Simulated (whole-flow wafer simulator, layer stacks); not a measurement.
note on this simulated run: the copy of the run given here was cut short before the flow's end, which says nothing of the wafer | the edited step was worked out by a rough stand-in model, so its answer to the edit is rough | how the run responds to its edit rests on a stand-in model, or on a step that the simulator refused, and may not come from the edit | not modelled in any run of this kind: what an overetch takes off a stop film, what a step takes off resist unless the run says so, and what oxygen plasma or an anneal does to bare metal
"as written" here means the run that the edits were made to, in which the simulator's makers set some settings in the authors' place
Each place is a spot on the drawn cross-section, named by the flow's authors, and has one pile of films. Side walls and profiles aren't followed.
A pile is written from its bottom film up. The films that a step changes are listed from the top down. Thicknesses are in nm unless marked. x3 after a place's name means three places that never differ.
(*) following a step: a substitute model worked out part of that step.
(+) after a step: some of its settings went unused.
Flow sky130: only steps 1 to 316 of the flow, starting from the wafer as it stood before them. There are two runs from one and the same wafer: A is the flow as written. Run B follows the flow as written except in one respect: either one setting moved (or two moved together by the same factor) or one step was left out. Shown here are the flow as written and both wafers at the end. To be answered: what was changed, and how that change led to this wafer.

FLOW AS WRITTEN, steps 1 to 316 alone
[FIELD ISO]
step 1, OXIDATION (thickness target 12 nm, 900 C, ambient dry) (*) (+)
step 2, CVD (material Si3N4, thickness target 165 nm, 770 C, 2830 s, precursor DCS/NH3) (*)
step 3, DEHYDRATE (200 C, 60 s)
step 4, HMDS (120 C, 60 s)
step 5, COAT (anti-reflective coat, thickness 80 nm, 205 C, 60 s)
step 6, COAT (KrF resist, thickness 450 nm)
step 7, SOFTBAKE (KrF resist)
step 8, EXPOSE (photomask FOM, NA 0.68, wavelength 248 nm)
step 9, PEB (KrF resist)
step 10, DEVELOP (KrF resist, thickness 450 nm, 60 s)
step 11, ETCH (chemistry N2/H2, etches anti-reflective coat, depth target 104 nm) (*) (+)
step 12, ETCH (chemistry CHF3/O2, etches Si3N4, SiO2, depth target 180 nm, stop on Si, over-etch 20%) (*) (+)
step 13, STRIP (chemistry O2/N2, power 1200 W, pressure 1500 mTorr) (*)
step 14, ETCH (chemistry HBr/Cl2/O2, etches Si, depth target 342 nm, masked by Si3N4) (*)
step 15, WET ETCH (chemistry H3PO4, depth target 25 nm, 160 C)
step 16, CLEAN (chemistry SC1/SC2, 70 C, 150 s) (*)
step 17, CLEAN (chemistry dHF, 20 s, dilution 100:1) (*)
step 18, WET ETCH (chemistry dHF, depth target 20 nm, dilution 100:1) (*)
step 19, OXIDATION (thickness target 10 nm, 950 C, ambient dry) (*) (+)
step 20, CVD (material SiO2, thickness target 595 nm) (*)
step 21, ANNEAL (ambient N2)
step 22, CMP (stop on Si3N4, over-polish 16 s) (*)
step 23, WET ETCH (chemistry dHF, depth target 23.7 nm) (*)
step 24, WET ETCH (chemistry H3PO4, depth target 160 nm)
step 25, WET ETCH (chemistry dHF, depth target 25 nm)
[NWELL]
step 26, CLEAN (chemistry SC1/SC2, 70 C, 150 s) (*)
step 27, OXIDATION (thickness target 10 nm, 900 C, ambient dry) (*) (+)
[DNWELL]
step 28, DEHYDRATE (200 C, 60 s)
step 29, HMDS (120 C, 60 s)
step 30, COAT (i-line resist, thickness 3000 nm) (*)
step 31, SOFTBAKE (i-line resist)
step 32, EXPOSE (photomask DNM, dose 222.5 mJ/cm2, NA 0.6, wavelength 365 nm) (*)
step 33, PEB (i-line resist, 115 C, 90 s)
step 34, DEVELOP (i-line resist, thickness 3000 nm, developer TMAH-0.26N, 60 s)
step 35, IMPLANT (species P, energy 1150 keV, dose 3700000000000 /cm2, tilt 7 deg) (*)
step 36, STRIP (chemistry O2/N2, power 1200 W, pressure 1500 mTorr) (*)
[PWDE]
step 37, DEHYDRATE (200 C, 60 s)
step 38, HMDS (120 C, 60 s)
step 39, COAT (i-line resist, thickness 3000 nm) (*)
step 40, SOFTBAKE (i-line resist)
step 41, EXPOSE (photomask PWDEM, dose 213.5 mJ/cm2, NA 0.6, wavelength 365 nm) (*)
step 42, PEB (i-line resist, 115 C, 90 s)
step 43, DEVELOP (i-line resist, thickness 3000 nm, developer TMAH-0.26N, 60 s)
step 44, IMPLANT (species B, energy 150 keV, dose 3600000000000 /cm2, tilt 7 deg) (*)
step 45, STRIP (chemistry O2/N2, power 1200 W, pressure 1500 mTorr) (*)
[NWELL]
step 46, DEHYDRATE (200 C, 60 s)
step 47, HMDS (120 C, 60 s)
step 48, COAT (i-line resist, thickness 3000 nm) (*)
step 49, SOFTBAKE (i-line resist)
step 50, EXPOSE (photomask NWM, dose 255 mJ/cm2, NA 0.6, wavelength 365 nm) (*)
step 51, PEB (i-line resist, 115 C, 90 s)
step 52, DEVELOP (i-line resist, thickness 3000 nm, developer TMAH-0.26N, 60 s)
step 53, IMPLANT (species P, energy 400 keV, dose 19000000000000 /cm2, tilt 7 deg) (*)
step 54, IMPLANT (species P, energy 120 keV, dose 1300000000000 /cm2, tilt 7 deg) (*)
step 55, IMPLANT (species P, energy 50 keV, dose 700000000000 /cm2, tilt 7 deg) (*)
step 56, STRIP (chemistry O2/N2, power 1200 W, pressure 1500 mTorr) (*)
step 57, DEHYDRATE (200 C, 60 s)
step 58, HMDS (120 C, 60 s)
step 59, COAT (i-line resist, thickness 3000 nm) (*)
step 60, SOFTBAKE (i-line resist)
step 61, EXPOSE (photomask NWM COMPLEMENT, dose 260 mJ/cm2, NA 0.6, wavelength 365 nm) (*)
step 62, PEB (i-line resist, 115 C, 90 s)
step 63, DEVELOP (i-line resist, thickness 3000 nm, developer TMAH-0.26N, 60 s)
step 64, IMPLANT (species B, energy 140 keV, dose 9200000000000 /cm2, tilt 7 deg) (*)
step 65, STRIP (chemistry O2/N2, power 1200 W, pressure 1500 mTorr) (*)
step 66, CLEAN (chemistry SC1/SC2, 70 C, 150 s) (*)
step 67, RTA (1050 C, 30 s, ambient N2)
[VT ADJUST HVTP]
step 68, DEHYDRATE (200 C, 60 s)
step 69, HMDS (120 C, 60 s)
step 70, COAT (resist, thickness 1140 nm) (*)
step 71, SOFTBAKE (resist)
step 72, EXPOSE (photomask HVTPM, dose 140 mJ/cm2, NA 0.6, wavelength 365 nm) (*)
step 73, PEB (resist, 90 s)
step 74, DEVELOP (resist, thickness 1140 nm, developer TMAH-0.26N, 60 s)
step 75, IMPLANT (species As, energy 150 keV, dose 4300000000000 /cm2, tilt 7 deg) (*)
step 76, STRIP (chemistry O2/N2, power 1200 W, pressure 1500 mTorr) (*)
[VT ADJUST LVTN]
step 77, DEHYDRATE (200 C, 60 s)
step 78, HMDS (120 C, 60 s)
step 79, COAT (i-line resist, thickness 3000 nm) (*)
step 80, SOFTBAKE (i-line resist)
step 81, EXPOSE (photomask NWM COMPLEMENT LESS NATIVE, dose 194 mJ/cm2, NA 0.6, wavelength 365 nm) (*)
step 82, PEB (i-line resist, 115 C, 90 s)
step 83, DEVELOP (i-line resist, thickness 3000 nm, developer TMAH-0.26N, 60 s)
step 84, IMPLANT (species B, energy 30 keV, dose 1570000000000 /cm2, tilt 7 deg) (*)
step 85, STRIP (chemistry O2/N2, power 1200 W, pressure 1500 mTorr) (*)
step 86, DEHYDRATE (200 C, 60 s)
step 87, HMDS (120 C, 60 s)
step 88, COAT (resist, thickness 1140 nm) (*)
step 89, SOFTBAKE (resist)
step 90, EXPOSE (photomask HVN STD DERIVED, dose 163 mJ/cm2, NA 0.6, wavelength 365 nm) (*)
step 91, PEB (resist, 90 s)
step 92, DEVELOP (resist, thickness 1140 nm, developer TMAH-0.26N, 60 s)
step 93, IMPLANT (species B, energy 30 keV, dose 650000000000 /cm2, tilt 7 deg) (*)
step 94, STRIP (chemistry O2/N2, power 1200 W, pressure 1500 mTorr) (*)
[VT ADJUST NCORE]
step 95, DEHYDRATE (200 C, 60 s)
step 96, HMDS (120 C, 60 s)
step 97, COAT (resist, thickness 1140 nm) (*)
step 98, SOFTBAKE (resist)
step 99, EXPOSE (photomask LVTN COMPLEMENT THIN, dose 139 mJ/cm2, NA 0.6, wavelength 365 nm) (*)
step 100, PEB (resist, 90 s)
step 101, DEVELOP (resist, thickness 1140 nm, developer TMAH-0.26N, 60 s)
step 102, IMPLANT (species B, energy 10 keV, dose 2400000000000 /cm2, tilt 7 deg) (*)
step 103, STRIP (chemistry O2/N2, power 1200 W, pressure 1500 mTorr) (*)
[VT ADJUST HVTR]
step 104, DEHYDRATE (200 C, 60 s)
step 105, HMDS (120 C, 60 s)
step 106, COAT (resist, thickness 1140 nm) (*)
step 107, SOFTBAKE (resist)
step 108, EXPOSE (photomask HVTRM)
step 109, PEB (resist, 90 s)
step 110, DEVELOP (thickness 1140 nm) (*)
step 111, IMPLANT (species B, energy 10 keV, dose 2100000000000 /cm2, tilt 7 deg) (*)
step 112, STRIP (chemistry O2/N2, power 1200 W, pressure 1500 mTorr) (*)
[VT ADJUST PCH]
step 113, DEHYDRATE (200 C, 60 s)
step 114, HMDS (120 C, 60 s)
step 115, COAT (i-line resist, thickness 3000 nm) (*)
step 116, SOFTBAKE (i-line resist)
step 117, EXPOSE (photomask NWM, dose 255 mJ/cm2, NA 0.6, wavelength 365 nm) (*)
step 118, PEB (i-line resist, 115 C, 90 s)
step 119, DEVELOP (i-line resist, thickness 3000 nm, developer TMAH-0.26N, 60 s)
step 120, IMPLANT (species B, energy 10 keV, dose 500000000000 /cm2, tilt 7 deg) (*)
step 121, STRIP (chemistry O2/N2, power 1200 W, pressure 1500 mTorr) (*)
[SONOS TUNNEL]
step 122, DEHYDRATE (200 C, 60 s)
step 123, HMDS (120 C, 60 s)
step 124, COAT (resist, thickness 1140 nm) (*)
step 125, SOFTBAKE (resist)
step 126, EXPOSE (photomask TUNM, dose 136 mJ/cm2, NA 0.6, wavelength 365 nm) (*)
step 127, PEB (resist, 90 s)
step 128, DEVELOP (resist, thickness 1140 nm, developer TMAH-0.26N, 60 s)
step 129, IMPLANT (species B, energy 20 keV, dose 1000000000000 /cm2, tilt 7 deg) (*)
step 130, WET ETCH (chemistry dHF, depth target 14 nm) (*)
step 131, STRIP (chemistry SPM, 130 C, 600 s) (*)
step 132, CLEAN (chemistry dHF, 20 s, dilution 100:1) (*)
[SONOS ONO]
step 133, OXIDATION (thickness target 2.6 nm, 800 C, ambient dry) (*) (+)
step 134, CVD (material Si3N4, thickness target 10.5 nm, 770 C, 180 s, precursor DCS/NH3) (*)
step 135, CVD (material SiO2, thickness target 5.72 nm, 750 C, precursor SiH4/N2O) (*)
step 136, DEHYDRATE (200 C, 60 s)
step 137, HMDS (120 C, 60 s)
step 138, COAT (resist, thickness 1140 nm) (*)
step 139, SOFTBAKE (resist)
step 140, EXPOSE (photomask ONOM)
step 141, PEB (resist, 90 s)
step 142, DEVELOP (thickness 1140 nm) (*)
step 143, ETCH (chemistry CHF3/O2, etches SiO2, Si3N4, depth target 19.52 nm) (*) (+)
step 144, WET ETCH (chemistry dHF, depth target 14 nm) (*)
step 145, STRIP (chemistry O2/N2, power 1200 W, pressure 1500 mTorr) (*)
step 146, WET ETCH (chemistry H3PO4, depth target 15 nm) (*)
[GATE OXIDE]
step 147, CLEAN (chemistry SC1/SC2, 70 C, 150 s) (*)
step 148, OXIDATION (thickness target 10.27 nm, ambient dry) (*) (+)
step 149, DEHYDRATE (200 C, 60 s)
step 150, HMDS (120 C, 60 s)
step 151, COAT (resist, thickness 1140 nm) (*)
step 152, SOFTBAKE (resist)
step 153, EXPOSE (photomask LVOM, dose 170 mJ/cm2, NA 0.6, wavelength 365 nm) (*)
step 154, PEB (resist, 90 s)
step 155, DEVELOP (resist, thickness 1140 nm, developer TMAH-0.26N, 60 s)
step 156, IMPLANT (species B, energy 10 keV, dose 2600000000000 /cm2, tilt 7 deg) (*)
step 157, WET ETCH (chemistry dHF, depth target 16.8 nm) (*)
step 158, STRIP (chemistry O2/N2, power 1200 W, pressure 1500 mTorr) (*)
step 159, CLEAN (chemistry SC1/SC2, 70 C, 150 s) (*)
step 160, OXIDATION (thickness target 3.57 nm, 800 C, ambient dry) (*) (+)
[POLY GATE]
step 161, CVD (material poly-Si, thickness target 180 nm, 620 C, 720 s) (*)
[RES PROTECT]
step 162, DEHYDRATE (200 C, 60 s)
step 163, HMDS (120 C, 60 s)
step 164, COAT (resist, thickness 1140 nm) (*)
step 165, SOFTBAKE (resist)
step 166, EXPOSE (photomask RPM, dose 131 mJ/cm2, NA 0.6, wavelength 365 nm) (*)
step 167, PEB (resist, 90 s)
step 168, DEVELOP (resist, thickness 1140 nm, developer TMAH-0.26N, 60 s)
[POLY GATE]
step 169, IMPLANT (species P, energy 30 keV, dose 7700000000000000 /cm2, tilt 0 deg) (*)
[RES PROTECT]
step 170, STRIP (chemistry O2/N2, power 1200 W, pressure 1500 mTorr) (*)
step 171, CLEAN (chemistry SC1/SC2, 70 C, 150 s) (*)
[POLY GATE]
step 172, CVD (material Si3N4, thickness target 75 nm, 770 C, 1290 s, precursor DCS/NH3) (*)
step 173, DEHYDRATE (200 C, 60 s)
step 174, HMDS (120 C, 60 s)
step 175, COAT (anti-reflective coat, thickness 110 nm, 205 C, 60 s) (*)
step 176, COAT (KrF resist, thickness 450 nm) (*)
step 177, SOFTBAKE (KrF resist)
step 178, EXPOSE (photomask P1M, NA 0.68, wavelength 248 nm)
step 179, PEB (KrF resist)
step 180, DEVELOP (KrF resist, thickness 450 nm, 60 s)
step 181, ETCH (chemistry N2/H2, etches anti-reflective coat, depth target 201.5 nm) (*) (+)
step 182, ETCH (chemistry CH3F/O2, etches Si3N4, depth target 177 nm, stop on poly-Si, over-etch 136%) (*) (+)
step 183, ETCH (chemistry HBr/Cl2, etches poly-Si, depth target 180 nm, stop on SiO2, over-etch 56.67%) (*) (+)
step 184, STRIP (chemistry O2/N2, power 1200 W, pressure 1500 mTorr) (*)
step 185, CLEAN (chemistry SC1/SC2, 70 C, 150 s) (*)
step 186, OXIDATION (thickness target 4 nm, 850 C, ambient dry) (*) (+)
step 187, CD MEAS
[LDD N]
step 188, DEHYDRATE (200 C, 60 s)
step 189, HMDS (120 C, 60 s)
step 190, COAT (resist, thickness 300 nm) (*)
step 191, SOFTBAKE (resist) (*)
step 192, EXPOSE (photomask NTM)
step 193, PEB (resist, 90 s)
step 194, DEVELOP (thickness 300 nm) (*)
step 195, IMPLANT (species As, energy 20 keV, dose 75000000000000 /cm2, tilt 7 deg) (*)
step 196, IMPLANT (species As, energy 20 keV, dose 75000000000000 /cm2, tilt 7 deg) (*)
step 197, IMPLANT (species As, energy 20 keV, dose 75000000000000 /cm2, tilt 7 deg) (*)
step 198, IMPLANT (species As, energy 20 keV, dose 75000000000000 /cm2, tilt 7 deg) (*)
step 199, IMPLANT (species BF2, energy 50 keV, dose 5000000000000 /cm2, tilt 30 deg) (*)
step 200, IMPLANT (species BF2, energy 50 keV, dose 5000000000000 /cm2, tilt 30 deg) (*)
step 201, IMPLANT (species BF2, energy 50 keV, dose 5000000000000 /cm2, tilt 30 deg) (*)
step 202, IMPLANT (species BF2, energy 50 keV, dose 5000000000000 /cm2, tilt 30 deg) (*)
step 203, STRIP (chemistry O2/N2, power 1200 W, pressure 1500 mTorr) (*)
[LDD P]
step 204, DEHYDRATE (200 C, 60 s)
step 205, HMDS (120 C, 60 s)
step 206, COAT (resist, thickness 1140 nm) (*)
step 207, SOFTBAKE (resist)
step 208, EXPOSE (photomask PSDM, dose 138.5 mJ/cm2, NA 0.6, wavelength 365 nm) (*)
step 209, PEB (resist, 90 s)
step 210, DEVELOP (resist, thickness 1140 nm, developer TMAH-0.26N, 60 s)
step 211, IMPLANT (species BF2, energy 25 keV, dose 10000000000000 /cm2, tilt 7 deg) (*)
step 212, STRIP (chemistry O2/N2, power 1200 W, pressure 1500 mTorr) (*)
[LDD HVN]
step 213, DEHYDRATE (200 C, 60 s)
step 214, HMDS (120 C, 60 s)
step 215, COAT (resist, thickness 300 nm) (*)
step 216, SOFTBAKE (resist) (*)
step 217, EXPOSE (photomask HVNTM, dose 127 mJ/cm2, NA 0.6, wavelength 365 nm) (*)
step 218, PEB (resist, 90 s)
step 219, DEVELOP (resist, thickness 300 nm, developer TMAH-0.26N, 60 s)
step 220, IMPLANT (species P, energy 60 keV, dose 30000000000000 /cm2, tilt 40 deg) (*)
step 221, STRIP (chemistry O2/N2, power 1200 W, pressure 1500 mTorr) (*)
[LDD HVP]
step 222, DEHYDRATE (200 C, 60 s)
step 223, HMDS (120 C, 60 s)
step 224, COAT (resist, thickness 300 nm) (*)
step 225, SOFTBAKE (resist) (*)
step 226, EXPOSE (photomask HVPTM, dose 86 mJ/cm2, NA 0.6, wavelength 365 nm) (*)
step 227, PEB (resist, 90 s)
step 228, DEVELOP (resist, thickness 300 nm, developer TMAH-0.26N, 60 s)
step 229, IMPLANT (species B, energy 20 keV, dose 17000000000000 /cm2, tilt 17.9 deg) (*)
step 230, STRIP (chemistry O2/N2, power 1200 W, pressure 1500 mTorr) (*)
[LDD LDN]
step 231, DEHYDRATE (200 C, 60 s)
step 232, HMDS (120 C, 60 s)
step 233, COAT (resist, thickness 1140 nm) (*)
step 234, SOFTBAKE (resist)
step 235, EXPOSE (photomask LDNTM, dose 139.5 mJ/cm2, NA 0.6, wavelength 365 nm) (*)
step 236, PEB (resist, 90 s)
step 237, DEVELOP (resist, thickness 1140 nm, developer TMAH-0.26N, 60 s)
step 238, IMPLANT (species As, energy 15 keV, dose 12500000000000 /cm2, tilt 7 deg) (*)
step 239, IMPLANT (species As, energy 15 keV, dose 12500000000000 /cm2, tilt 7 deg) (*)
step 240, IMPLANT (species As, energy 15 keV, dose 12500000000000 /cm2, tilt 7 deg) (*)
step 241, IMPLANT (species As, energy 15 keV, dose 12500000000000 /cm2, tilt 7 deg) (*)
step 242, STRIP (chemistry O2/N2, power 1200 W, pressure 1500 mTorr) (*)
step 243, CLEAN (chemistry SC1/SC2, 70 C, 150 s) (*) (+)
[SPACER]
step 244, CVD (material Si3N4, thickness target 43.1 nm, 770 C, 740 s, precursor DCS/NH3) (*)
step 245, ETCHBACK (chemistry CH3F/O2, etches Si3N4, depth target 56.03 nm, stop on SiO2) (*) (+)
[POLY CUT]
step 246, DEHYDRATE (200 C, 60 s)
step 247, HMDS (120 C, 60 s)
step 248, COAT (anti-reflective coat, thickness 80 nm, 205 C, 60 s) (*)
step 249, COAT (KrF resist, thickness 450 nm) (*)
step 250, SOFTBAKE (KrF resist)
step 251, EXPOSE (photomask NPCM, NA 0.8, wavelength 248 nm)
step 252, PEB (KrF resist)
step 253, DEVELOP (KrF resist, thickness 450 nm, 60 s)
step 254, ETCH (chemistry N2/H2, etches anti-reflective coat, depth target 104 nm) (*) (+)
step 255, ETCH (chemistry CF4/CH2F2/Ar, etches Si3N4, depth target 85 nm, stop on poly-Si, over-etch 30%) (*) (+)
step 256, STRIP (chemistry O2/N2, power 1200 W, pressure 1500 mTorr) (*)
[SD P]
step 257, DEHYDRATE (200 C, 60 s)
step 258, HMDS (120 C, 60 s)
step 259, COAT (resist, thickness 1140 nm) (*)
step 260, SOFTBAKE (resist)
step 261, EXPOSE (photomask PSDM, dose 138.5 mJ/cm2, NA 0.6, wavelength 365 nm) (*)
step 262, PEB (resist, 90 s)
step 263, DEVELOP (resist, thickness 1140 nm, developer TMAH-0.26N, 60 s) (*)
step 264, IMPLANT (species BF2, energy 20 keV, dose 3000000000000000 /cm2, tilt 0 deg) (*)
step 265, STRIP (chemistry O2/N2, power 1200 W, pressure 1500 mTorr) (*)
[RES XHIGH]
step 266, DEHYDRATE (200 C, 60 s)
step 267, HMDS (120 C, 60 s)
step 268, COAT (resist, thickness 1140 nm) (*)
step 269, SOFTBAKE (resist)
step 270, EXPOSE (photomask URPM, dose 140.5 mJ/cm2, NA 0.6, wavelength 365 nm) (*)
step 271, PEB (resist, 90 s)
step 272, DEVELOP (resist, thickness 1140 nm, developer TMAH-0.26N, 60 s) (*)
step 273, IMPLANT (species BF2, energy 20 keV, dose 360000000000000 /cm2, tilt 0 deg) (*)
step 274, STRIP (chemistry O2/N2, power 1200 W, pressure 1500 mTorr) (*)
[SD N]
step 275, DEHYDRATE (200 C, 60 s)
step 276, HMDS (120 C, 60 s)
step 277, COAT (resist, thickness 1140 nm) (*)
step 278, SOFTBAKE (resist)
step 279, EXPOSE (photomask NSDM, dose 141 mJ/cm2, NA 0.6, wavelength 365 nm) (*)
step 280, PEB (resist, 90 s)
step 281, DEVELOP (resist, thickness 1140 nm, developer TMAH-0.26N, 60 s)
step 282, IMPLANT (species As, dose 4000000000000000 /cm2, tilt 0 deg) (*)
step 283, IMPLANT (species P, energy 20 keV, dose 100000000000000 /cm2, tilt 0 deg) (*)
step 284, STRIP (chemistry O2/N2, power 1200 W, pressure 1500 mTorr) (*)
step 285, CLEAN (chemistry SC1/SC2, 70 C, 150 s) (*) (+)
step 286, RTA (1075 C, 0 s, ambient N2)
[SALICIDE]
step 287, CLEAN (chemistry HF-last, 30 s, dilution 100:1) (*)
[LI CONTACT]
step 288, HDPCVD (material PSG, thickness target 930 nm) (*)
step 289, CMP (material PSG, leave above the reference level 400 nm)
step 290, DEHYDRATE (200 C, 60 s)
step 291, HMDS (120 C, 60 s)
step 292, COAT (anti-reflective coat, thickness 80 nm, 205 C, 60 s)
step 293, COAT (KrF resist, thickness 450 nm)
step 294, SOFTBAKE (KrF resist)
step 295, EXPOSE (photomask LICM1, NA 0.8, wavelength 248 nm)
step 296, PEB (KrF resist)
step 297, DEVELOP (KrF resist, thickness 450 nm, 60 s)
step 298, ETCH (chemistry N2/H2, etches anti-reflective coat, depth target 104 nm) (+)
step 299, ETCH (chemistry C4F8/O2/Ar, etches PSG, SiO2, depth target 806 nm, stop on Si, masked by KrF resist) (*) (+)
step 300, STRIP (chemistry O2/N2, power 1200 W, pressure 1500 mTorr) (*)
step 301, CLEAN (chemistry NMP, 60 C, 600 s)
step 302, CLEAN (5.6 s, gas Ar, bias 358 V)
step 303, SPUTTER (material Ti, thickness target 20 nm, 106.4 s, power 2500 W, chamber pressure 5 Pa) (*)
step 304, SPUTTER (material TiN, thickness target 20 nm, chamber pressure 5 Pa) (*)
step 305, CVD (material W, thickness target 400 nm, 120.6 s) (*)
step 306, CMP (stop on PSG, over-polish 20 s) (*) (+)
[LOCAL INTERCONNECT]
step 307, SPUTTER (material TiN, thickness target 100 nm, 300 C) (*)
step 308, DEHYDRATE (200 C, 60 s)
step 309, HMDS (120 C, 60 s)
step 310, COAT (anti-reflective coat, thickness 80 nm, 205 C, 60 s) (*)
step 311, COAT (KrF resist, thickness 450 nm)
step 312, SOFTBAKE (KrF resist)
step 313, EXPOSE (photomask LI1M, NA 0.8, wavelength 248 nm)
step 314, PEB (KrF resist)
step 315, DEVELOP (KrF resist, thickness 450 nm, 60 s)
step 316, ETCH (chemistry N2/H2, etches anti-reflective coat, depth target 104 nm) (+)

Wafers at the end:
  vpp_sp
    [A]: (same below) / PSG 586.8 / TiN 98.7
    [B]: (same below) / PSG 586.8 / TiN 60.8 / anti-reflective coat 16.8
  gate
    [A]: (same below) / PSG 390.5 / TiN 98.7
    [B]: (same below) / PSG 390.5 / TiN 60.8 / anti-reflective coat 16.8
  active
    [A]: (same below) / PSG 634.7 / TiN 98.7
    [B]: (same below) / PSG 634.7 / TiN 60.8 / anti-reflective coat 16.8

What caused this: step 307, SPUTTER: thickness target 60.8 nm was run, while the flow as written has thickness target 100 nm; step 316, ETCH: depth target 63.2 nm was run, where the flow has depth target 104 nm.

Step by step, how the change led to this:
  step 307, SPUTTER (material TiN, thickness target 100 nm, 300 C) (*)
      field, active, n_well and 188 more: A TiN gains 100 (new film) | B TiN gains 60.8 (new film)
  step 316, ETCH (chemistry N2/H2, etches anti-reflective coat, depth target 104 nm) (+)
      field, active, gate and 87 more: A anti-reflective coat loses 80 (all of it), TiN loses 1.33 | B anti-reflective coat loses 63.2
      rpo_hd: A anti-reflective coat loses 80 (all of it), TiN loses 1.34 | B anti-reflective coat loses 63.2
      (also at 100 further places)
